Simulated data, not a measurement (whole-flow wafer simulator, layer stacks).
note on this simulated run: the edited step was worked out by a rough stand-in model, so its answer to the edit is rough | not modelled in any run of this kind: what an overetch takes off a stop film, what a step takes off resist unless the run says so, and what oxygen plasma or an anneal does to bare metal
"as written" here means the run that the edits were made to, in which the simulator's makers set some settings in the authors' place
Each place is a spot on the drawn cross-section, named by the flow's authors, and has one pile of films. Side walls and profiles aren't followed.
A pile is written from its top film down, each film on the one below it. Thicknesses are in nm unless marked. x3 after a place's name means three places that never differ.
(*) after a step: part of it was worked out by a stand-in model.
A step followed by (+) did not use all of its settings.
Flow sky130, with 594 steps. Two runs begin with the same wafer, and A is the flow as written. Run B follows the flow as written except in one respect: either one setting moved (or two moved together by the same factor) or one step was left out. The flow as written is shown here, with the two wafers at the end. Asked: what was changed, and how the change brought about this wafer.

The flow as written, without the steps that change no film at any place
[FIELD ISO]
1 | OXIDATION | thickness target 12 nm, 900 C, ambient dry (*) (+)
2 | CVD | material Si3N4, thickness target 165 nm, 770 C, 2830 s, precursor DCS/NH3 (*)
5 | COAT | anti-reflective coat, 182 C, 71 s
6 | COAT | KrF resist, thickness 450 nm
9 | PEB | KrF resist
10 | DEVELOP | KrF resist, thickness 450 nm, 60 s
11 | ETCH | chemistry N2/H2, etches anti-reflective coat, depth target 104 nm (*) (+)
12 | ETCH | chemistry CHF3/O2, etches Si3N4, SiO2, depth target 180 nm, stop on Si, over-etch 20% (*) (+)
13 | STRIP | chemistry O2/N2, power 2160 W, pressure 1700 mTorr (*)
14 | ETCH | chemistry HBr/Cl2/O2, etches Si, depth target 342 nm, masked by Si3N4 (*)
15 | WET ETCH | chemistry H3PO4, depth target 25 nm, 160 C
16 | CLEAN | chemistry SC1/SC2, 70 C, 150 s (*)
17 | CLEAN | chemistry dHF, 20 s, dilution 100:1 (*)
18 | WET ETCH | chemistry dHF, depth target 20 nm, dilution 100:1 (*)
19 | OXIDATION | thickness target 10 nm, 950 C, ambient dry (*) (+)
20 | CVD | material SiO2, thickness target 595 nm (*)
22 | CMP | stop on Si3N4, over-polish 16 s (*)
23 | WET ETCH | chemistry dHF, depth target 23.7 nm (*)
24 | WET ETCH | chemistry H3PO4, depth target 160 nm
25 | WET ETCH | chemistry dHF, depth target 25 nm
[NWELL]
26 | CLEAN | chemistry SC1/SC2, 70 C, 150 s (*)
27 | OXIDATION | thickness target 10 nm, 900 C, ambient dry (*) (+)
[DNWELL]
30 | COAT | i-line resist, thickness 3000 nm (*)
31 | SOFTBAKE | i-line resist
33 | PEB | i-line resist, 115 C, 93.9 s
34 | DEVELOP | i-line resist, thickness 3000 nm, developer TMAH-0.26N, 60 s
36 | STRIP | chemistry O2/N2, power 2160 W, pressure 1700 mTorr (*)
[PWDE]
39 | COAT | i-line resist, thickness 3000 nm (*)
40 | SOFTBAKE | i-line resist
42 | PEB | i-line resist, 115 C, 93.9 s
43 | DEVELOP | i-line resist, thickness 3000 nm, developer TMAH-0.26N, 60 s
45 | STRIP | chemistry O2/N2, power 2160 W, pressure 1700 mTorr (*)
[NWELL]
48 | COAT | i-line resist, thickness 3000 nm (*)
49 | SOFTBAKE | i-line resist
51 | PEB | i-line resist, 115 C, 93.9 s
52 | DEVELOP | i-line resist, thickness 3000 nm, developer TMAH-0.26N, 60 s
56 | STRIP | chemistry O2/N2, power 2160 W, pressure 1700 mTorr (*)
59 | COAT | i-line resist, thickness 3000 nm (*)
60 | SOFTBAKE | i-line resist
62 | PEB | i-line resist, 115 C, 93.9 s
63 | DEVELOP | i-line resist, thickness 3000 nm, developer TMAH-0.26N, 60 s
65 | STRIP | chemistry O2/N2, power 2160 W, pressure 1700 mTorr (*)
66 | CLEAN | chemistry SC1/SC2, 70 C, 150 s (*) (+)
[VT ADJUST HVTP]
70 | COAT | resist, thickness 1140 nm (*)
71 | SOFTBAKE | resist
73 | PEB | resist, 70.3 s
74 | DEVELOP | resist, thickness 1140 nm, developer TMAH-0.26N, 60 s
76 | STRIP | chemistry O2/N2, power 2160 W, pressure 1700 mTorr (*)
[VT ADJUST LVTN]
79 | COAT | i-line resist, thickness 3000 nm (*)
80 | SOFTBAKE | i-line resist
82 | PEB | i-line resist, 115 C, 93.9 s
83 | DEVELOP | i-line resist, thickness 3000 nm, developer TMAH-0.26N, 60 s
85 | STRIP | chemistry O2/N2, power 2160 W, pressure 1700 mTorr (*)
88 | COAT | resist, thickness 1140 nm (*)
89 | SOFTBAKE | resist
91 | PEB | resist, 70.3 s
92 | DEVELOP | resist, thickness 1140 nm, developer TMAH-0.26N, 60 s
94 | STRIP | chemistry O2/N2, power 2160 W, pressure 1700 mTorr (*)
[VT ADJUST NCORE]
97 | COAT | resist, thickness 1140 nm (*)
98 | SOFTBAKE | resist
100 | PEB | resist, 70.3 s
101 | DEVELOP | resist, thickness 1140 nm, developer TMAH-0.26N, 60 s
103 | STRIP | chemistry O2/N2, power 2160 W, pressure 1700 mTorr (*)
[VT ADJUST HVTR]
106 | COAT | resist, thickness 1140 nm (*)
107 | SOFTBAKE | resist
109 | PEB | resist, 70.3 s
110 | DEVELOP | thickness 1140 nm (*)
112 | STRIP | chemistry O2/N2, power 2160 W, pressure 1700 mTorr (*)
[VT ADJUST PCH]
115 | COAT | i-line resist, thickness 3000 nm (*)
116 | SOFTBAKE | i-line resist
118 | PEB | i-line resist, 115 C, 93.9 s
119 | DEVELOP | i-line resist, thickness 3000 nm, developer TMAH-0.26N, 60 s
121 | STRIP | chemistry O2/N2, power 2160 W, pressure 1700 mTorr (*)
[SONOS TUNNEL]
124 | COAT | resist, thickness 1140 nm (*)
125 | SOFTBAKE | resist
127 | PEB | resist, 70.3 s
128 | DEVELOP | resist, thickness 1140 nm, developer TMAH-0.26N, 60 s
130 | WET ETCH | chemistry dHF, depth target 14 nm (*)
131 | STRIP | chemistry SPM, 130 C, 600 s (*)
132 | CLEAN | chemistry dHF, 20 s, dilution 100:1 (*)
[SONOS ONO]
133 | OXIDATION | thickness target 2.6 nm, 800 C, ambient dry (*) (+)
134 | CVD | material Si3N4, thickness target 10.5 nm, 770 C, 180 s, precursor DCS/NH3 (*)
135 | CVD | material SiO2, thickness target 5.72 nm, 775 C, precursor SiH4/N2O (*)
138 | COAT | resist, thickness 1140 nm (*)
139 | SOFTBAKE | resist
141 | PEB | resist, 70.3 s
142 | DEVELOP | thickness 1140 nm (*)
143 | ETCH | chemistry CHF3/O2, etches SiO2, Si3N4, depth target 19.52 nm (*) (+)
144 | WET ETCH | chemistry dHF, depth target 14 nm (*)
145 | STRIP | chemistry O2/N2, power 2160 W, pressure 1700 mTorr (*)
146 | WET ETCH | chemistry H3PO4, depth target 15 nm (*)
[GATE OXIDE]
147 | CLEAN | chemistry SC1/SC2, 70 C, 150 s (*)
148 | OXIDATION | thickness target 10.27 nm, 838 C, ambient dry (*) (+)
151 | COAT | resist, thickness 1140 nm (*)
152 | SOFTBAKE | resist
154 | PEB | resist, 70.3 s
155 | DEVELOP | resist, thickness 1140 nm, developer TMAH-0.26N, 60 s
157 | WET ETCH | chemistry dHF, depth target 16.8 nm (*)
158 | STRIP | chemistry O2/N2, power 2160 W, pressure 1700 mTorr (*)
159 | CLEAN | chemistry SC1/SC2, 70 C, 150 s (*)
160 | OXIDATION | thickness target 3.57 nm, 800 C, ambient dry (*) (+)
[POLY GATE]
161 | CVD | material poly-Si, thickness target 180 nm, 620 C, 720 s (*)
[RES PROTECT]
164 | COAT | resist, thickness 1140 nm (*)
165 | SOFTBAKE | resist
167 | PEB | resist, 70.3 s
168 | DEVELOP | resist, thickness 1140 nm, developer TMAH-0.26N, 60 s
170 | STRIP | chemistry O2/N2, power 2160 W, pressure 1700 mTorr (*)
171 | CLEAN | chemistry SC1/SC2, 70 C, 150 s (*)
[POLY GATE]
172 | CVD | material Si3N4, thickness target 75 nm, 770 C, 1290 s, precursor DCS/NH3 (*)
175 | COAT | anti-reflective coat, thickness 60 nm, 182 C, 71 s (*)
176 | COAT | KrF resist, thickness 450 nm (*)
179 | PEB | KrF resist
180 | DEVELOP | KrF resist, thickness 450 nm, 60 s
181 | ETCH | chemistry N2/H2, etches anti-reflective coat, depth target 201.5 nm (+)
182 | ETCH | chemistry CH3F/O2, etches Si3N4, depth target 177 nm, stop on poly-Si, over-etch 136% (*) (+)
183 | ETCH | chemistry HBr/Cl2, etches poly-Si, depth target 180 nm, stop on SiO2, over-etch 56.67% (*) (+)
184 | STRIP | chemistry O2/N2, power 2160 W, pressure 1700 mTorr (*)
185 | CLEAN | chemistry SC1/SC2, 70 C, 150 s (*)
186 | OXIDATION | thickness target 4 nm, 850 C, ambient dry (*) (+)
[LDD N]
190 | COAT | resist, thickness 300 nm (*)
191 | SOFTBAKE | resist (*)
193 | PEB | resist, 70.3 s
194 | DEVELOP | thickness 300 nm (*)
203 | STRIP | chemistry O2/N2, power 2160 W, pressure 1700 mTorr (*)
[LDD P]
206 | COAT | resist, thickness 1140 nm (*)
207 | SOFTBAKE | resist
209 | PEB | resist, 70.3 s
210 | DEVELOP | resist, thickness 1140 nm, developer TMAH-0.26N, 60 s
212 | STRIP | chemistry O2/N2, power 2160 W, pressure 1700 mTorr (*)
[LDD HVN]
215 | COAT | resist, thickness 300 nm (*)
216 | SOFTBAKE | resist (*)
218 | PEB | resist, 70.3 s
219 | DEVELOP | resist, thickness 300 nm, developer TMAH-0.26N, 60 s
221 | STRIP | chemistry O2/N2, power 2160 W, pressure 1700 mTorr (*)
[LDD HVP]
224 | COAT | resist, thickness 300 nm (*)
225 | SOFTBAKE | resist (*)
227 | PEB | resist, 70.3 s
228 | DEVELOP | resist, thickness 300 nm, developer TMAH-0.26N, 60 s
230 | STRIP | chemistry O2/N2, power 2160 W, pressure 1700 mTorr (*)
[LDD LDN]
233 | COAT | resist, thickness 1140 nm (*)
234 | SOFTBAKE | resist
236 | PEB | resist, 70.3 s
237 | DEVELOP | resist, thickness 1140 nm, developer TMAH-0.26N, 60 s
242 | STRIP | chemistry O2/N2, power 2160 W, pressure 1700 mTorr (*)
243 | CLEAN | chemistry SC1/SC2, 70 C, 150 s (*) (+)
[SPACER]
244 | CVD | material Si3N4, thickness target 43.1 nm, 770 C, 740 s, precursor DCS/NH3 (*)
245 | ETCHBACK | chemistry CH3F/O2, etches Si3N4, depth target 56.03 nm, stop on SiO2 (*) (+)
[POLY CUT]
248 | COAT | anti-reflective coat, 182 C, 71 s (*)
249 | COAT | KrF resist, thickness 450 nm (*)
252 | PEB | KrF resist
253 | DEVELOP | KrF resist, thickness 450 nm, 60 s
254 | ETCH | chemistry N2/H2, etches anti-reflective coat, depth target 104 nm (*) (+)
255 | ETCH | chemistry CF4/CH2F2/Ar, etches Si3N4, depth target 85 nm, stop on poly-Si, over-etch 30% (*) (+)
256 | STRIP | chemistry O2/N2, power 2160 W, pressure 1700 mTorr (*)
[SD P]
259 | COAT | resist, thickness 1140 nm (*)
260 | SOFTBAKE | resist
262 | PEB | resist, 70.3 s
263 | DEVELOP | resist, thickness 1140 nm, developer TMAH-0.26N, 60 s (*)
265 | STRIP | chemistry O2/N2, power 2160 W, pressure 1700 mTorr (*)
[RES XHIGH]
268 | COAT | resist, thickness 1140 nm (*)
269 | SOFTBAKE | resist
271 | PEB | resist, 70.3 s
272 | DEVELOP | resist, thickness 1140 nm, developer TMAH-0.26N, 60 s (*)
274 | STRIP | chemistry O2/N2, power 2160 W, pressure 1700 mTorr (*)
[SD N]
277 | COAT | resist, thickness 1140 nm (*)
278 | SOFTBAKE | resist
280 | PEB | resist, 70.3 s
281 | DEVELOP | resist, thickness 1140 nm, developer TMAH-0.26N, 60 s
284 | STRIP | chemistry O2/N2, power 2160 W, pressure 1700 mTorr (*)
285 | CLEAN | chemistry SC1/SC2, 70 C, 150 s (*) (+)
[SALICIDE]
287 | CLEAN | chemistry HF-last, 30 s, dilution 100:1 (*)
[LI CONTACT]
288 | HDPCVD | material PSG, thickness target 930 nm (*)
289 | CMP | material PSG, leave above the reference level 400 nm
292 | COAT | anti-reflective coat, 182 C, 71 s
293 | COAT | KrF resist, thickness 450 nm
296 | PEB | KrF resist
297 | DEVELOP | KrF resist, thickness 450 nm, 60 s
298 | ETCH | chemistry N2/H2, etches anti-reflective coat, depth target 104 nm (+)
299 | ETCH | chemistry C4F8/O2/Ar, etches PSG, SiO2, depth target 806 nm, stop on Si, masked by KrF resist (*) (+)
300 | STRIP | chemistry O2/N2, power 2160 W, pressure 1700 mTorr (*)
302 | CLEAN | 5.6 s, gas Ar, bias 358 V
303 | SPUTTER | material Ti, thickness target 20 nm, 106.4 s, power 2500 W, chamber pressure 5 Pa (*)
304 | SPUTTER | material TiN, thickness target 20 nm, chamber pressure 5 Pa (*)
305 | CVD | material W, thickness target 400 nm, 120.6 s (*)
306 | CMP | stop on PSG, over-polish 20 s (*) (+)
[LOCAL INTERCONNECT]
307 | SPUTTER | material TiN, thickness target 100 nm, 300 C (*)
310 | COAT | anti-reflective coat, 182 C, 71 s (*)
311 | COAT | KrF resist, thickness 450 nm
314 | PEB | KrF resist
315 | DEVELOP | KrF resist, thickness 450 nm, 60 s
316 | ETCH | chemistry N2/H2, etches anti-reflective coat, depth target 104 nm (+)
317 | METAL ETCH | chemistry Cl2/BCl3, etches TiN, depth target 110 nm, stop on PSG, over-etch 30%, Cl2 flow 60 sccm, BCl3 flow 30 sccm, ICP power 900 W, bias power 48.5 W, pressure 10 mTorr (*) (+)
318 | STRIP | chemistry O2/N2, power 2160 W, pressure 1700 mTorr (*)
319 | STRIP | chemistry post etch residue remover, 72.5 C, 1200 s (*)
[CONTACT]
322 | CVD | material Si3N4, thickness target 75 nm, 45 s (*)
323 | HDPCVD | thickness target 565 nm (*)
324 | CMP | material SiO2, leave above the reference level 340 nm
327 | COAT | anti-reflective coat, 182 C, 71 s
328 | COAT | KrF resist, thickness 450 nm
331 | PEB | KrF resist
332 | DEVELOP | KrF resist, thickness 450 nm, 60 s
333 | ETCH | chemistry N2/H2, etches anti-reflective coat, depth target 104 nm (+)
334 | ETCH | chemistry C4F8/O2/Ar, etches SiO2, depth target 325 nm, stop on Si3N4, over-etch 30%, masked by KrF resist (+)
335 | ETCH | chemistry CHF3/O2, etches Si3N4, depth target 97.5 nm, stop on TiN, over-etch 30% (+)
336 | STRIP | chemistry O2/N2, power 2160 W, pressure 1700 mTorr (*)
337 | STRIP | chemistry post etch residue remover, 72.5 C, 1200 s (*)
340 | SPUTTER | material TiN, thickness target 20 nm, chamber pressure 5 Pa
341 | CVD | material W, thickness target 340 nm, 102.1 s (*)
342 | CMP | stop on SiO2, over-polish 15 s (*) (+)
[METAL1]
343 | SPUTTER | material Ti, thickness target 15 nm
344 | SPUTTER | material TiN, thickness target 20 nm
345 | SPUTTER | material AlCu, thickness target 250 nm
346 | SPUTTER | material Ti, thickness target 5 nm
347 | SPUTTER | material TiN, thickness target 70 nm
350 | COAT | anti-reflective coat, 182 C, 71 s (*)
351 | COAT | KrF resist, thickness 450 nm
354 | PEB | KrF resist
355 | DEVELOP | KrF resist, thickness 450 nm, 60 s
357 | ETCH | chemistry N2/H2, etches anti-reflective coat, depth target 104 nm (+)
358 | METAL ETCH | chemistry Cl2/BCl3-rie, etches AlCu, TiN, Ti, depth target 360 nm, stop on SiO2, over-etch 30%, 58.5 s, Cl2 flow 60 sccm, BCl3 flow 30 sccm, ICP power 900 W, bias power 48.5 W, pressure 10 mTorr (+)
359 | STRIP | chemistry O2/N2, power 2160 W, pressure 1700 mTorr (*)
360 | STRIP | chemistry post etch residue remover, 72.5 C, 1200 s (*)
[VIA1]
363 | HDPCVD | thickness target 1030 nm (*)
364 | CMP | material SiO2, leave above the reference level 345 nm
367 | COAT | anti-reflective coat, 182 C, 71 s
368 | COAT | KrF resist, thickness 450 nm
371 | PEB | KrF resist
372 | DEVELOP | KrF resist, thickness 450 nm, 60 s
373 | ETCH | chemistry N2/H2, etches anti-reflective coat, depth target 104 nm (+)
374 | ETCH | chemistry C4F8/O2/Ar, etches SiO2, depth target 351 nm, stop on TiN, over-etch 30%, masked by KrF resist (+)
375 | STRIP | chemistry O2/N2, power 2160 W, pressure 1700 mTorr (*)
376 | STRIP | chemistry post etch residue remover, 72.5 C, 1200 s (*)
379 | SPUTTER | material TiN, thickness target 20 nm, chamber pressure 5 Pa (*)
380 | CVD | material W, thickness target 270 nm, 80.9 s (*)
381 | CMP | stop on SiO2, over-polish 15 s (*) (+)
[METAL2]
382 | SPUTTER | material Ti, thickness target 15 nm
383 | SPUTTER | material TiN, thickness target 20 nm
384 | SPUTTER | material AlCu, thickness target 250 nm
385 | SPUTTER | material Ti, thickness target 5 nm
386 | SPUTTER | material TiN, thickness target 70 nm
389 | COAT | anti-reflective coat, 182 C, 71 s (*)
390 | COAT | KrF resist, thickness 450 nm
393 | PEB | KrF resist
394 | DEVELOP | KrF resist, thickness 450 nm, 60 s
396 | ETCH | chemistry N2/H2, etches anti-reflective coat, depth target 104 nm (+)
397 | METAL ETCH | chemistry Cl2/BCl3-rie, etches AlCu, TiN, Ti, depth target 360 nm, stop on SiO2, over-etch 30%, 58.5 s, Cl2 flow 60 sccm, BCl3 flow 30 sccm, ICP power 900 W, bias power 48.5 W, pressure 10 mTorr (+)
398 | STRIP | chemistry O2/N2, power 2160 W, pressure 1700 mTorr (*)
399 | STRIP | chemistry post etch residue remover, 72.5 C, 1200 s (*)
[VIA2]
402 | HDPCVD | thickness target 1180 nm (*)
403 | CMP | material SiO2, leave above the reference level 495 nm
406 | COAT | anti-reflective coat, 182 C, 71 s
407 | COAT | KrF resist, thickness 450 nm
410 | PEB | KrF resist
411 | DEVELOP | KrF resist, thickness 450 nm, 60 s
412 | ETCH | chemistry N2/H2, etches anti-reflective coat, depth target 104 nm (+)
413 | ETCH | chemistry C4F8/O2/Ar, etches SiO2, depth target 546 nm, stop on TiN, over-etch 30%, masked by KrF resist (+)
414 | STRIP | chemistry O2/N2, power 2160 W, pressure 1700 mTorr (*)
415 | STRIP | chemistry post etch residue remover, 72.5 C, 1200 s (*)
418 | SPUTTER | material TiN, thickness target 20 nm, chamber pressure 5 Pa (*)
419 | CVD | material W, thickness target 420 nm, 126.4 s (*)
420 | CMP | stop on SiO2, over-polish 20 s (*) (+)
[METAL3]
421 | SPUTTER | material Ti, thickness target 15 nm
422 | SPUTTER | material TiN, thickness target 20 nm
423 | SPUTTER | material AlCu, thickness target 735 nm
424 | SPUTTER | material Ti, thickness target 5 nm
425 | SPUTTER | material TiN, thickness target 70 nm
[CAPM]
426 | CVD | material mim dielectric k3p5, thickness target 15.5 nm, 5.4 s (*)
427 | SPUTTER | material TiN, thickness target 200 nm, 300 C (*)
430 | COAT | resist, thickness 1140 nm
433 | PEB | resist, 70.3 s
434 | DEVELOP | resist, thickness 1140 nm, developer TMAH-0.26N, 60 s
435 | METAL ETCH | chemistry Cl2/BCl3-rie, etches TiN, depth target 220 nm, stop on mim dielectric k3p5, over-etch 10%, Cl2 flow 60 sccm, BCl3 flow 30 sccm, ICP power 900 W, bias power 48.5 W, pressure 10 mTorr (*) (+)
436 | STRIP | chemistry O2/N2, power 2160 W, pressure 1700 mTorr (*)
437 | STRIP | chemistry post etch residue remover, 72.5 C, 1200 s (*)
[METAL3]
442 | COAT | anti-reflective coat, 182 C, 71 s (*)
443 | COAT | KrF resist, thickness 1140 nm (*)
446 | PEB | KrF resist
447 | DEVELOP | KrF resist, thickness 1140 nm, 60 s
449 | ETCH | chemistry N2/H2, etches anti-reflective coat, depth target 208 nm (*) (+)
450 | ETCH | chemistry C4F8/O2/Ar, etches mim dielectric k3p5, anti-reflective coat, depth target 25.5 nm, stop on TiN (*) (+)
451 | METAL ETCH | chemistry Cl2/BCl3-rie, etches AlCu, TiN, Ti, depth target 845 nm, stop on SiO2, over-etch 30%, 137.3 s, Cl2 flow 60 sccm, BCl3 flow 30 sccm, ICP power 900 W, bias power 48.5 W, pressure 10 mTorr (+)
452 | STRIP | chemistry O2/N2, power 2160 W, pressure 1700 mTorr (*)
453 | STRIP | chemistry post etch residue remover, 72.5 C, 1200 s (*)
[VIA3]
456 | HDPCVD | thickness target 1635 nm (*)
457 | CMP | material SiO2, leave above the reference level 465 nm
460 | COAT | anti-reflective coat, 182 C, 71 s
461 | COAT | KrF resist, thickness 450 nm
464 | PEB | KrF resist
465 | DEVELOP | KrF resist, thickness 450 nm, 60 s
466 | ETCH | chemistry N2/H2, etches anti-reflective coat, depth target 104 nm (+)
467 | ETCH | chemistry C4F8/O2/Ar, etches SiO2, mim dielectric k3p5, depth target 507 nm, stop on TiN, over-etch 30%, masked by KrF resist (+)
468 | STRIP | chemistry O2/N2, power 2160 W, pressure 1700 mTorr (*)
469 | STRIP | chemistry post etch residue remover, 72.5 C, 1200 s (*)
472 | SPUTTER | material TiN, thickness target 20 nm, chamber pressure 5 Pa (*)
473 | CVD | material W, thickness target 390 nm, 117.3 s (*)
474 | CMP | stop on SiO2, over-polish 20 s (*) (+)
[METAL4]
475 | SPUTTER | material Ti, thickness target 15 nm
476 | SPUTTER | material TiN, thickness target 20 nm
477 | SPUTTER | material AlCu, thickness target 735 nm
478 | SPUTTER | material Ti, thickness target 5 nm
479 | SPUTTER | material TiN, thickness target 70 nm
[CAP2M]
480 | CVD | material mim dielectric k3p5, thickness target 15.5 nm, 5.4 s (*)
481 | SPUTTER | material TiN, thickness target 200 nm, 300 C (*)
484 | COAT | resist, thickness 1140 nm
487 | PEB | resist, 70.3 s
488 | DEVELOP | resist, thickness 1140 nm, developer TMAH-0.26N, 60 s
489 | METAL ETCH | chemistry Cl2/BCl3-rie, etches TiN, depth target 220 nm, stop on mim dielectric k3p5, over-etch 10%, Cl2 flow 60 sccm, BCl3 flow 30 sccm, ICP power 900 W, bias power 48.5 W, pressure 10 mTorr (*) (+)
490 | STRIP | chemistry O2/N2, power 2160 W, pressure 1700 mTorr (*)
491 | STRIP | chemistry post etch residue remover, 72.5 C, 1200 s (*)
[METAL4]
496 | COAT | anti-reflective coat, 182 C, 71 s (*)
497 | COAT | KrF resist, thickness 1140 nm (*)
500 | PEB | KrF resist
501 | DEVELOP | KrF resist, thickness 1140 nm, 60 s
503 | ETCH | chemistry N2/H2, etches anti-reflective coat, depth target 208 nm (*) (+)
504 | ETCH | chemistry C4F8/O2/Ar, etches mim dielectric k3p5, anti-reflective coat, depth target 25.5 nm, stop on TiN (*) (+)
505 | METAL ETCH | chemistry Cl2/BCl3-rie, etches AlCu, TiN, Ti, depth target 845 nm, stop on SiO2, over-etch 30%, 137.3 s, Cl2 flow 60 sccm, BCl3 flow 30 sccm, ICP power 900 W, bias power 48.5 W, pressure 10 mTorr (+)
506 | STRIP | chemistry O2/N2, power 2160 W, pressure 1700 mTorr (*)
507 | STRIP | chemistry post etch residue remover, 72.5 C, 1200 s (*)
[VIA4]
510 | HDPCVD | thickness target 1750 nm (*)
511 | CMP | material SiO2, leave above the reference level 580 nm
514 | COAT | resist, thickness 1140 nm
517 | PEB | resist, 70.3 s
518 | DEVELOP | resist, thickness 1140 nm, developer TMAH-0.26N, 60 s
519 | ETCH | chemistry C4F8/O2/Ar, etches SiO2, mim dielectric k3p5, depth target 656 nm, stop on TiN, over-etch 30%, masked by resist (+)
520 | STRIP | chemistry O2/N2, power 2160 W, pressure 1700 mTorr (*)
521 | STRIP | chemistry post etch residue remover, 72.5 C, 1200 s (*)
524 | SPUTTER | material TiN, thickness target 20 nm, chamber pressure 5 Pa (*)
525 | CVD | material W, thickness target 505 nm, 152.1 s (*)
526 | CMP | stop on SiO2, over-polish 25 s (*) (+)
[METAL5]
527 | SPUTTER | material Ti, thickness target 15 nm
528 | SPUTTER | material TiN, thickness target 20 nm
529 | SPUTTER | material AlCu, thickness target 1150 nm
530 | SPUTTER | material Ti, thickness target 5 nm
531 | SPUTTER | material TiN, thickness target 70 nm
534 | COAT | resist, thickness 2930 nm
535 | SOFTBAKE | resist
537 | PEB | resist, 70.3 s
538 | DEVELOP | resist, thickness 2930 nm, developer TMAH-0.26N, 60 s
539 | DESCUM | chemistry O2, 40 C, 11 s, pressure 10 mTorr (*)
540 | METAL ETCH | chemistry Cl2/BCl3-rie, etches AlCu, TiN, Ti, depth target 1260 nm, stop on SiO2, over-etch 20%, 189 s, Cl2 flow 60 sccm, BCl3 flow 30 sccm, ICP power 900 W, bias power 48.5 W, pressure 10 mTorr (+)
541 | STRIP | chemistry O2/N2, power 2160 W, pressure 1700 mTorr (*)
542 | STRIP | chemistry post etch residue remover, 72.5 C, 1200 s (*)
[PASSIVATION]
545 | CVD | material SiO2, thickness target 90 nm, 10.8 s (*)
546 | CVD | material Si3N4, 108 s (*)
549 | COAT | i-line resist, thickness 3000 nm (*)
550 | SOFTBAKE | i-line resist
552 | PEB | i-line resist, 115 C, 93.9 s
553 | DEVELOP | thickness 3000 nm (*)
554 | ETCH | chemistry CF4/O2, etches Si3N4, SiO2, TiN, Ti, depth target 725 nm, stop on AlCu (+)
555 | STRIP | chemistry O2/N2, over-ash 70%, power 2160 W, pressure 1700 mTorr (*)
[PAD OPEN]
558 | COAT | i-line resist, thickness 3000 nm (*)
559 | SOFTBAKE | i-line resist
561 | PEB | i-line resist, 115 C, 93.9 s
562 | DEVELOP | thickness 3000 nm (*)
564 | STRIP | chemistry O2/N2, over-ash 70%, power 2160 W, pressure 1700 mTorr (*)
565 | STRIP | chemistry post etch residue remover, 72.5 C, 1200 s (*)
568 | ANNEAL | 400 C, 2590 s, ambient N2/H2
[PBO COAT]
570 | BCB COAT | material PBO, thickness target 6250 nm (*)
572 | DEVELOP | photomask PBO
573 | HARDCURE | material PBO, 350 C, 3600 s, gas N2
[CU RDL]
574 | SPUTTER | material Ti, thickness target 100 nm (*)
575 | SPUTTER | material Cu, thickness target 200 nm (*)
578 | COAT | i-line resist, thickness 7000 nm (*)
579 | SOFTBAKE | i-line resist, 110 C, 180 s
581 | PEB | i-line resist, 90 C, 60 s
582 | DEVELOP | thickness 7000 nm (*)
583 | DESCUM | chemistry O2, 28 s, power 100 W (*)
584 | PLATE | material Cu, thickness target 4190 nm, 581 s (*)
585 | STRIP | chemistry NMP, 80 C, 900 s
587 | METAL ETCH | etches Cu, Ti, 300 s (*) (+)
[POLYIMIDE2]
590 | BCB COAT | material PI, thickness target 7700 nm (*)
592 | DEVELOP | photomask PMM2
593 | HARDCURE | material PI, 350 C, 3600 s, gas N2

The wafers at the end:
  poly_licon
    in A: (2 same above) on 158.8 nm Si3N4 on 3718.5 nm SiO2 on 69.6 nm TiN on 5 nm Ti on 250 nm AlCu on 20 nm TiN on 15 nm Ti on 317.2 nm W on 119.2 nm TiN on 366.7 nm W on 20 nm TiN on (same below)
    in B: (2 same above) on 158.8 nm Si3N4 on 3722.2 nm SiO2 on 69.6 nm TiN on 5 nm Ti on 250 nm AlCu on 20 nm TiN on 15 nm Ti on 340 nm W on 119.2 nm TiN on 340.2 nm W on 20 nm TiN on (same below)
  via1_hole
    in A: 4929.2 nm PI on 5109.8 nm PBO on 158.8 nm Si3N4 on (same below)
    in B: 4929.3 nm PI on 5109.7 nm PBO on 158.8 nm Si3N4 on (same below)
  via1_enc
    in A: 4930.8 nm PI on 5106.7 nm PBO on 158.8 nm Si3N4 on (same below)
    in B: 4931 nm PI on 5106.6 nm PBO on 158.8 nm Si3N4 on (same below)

The reason: step 305, CVD: thickness target 340 nm was run, while the flow as written has thickness target 400 nm; step 305, CVD: 102.5 s was run, where the flow has 120.6 s.

The path from the change to this, step by step:
  305 | CVD | material W, thickness target 400 nm, 120.6 s (*)
      field, active, n_well and 185 more: A +400 W (new film) | B +340.2 W (new film)
      ndiff_licon: A +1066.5 W (new film) | B +1006.7 W (new film)
      (also at 2 further places)
  306 | CMP | stop on PSG, over-polish 20 s (*) (+)
      poly_licon: A -33.3 W | B nothing
      field, active, n_well and 184 more: A -400 W (all of it), -20 TiN (all of it), -20 Ti (all of it), -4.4 PSG | B -340.2 W (all of it), -20 TiN (all of it), -20 Ti (all of it), -4.4 PSG
      (also at 3 further places)
  310 | COAT | anti-reflective coat, 182 C, 71 s (*)
      poly_licon: A +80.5 anti-reflective coat (new film) | B +106.9 anti-reflective coat (new film)
  318 | STRIP | chemistry O2/N2, power 2160 W, pressure 1700 mTorr (*)
      poly_licon: A -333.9 KrF resist (all of it), -80.5 anti-reflective coat (all of it) | B -333.9 KrF resist (all of it), -106.9 anti-reflective coat (all of it)
  324 | CMP | material SiO2, leave above the reference level 340 nm
      poly_licon: A -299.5 SiO2 | B -273 SiO2
  334 | ETCH | chemistry C4F8/O2/Ar, etches SiO2, depth target 325 nm, stop on Si3N4, over-etch 30%, masked by KrF resist (+)
      poly_licon: A -264.9 SiO2 (all of it) | B -291.4 SiO2 (all of it)
  342 | CMP | stop on SiO2, over-polish 15 s (*) (+)
      poly_licon: A -22.8 W | B nothing
  350 | COAT | anti-reflective coat, 182 C, 71 s (*)
      poly_licon: A +80.5 anti-reflective coat (new film) | B +84.2 anti-reflective coat (new film)
  359 | STRIP | chemistry O2/N2, power 2160 W, pressure 1700 mTorr (*)
      poly_licon: A -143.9 KrF resist (all of it), -80.5 anti-reflective coat (all of it) | B -143.9 KrF resist (all of it), -84.2 anti-reflective coat (all of it)
